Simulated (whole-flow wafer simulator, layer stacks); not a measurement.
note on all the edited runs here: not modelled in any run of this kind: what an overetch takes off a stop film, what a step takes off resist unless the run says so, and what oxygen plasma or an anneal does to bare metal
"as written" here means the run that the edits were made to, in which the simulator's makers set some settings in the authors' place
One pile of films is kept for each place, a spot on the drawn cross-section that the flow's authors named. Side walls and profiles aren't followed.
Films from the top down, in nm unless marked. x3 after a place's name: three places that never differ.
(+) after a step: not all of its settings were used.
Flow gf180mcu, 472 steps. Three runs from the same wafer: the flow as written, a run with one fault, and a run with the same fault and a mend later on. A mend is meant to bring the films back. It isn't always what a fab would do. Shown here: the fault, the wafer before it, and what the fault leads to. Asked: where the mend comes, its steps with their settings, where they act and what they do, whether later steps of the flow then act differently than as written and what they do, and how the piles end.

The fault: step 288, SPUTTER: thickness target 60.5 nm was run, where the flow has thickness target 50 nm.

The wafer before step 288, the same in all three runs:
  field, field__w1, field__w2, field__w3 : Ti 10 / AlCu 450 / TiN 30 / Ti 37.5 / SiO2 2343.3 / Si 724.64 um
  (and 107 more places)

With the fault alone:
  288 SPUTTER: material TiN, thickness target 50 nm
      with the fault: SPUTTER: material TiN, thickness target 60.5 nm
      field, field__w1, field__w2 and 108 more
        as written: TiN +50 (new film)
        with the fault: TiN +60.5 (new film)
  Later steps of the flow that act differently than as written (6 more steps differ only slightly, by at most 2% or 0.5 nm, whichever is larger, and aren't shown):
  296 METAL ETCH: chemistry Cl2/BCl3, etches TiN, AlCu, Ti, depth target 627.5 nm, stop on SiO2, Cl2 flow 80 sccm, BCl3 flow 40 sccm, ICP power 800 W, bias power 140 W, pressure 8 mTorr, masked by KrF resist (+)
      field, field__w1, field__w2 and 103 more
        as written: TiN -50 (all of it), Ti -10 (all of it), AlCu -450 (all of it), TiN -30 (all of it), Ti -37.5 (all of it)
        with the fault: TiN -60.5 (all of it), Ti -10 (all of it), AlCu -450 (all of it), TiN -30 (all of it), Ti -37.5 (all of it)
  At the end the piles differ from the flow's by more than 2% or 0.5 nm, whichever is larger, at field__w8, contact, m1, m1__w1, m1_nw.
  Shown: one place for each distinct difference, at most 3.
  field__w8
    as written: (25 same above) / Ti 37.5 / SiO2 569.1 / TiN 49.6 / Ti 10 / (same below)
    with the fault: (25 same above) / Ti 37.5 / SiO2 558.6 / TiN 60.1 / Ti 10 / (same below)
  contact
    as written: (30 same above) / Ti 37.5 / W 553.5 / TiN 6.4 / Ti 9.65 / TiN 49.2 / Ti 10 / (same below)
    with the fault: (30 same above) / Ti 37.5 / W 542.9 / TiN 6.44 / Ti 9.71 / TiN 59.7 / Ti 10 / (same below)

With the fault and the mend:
  The mend comes after step 288.
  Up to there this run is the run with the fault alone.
  288a METAL ETCH: chemistry Cl2/BCl3, etches TiN, AlCu, Ti, depth target 10.5 nm, Cl2 flow 80 sccm, BCl3 flow 40 sccm, ICP power 800 W, bias power 140 W, pressure 8 mTorr (the flow's step 260 once more, with other settings)
      field, field__w1, field__w2 and 108 more
        TiN -10.5
  No later step of the flow acts differently than as written at any place that is followed.
  At the end the piles are the same as the flow's at every place that both follow.
